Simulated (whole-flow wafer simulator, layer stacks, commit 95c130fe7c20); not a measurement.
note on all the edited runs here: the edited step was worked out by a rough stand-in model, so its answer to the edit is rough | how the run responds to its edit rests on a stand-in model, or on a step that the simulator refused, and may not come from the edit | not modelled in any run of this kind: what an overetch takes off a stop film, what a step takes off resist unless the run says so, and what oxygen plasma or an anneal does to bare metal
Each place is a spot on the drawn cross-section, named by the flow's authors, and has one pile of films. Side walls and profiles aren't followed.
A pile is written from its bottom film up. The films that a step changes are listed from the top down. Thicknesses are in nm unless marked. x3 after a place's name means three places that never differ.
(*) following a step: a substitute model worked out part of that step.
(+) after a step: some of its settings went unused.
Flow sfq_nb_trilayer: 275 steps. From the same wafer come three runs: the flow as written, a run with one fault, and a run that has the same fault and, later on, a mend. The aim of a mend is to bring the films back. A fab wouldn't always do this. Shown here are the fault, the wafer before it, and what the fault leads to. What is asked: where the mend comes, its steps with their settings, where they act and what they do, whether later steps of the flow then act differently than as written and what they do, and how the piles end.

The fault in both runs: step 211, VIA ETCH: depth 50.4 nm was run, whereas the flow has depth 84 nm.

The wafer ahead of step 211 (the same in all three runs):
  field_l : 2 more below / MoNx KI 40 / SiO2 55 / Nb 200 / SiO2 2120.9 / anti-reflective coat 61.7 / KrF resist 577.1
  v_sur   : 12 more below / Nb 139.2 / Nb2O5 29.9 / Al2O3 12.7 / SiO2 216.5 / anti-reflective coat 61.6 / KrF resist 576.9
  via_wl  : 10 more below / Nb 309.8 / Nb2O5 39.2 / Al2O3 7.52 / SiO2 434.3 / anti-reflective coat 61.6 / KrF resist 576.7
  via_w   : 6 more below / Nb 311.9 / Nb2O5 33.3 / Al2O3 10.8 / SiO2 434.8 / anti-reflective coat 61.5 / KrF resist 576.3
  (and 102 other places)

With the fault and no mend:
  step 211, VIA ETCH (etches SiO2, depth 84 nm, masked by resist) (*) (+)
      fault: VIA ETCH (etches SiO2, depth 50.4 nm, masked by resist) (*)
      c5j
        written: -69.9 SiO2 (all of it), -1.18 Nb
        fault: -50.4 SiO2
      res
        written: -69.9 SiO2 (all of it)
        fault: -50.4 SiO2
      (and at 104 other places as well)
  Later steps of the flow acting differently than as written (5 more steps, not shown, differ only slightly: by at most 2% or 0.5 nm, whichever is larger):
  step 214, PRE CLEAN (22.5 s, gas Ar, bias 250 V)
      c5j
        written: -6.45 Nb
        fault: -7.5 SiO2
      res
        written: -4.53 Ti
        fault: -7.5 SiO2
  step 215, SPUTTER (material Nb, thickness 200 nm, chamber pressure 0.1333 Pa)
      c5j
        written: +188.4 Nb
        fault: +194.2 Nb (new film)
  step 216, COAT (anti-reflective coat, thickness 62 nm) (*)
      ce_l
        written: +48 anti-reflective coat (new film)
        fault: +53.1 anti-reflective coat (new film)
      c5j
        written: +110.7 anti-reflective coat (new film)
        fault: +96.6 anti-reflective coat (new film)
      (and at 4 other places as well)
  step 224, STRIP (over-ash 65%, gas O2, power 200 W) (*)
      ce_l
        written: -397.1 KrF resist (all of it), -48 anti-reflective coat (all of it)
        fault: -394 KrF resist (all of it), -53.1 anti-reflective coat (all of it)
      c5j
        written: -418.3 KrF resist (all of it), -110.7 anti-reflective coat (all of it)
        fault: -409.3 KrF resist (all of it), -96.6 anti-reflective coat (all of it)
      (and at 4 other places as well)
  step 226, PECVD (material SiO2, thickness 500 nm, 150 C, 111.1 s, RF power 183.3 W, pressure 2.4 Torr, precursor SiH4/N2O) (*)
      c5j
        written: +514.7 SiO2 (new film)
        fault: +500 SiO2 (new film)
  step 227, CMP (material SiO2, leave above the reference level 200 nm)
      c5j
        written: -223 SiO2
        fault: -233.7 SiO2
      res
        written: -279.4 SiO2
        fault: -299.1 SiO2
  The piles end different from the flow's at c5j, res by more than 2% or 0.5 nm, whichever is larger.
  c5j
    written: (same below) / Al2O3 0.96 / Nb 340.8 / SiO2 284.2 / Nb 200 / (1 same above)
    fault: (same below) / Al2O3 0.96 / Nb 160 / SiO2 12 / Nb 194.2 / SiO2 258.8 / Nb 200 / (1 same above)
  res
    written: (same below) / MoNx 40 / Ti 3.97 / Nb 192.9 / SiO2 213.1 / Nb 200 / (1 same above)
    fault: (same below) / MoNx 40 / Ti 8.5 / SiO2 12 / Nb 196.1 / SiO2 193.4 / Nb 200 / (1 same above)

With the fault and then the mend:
  After step 211 comes the mend.
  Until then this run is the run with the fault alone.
  step 211a, VIA ETCH (etches SiO2, depth 33.6 nm, masked by resist) (*) (+) (the flow's step 211 again, with other settings)
      field_l, v_sur, via_wl and 101 more
        -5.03 KrF resist
      c5j
        -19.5 SiO2 (all of it), -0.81 Nb
      res
        -19.5 SiO2 (all of it)
  Later steps of the flow that are run all act as written at every place that is followed, up to a difference of at most 2% or 0.5 nm, whichever is larger.
  At the end the piles are close to the flow's at the places that both follow, differing by at most 2% or 0.5 nm, whichever is larger.
